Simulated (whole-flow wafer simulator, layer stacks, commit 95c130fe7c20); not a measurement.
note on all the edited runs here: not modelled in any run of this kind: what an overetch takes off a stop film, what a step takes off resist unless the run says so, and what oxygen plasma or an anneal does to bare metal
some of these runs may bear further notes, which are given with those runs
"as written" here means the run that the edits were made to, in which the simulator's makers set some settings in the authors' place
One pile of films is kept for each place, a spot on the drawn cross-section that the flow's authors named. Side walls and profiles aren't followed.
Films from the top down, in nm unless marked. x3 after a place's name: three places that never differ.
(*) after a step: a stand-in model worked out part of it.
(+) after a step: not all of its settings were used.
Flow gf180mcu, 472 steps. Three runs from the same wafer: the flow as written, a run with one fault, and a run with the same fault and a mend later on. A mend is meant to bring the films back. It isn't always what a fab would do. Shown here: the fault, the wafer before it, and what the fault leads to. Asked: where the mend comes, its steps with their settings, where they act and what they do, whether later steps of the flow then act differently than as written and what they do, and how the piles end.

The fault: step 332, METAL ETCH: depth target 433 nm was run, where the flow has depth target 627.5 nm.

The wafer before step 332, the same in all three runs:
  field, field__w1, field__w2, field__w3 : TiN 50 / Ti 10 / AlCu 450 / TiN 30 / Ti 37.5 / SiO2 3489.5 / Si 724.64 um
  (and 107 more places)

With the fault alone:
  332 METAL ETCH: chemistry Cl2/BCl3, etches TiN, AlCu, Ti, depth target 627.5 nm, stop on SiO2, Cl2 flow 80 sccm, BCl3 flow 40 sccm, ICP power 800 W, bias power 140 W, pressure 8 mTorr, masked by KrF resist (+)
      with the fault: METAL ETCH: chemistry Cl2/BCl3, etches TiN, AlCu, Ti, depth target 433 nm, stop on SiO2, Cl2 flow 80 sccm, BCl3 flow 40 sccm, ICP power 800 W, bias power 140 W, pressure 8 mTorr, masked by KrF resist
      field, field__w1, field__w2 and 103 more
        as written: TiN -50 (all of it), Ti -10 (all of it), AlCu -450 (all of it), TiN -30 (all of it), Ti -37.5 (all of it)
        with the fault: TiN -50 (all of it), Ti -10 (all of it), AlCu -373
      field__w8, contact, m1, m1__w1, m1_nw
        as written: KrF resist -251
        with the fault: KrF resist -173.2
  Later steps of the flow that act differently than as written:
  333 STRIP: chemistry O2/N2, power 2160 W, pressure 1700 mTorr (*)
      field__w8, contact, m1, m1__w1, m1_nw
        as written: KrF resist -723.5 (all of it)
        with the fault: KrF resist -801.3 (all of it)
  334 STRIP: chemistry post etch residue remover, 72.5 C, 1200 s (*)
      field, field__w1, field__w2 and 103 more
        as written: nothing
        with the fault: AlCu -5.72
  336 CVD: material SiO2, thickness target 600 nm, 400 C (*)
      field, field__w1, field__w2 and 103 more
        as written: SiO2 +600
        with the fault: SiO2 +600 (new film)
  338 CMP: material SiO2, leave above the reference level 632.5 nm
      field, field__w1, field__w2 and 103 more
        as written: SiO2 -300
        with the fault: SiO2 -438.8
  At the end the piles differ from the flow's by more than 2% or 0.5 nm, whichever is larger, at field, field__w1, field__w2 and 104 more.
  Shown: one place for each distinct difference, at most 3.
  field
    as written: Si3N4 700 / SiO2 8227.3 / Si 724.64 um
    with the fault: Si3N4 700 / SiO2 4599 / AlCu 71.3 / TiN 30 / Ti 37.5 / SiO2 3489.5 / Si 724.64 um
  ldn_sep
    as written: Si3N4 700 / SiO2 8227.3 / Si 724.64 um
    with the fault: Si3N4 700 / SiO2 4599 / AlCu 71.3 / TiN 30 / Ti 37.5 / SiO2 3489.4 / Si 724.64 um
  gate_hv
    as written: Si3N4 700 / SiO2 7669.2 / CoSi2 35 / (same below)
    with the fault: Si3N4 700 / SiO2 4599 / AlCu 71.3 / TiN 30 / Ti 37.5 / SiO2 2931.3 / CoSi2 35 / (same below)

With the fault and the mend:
  The mend comes after step 334.
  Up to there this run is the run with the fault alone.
  334a DEHYDRATE: 200 C, 60 s (the flow's step 325 once more)
      changes no film at any place that is followed
  334b HMDS: 120 C, 60 s (the flow's step 326 once more)
      changes no film at any place that is followed
  334c COAT: KrF resist, thickness 1000 nm (*) (the flow's step 327 once more)
      iso_ptap_pw, iso_ntap_nw, iso_nw_fld and 33 more
        KrF resist +1000 (new film)
      field_sub, field_sub__w1, field_sub__w2 and 19 more
        KrF resist +1002.6 (new film)
      field__w1, field__w13, p_well and 7 more
        KrF resist +1002.9 (new film)
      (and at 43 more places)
  334d SOFTBAKE: KrF resist (the flow's step 328 once more)
      changes no film at any place that is followed
  334e EXPOSE: photomask Metal3 (the flow's step 329 once more)
      changes no film at any place that is followed
  334f PEB: KrF resist, 135 C, 90 s (the flow's step 330 once more)
      field__w1, field__w2, field__w3 and 56 more
        KrF resist -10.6
      iso_ptap_pw, iso_ntap_nw, iso_nw_fld and 33 more
        KrF resist -10.5
      gate_hv, sd_p, nw_sep_fld, polyc_n, polyc_n_rim
        KrF resist -10.7
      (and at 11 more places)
  334g DEVELOP: thickness 1000 nm, 60 s (the flow's step 331 once more)
      iso_ptap_pw, iso_ntap_nw, iso_nw_fld and 33 more
        KrF resist -989.5 (all of it)
      field__w6, field_sub, field_sub__w1 and 20 more
        KrF resist -992 (all of it)
      p_well, sti, spacer and 6 more
        KrF resist -992.3 (all of it)
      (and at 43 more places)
  334h METAL ETCH: chemistry Cl2/BCl3, etches TiN, AlCu, Ti, depth target 194.5 nm, stop on SiO2, Cl2 flow 80 sccm, BCl3 flow 40 sccm, ICP power 800 W, bias power 140 W, pressure 8 mTorr, masked by KrF resist (+) (the flow's step 332 once more, with other settings)
      field, field__w1, field__w2 and 103 more
        AlCu -71.3 (all of it), TiN -30 (all of it), Ti -37.5 (all of it)
      field__w8, contact, m1, m1__w1, m1_nw
        KrF resist -77.8
  334i STRIP: chemistry O2/N2, power 2160 W, pressure 1700 mTorr (*) (the flow's step 333 once more)
      field__w8
        KrF resist -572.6 (all of it)
      contact
        KrF resist -570.7 (all of it)
      m1
        KrF resist -573.3 (all of it)
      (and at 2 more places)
  334j STRIP: chemistry post etch residue remover, 72.5 C, 1200 s (*) (the flow's step 334 once more)
      field__w8, contact, m1, m1__w1, m1_nw
        TiN -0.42
  No later step of the flow acts differently than as written, at any place that is followed, by more than 2% or 0.5 nm, whichever is larger.
  At the end the piles differ from the flow's only slightly at the places that both follow, by at most 2% or 0.5 nm, whichever is larger.
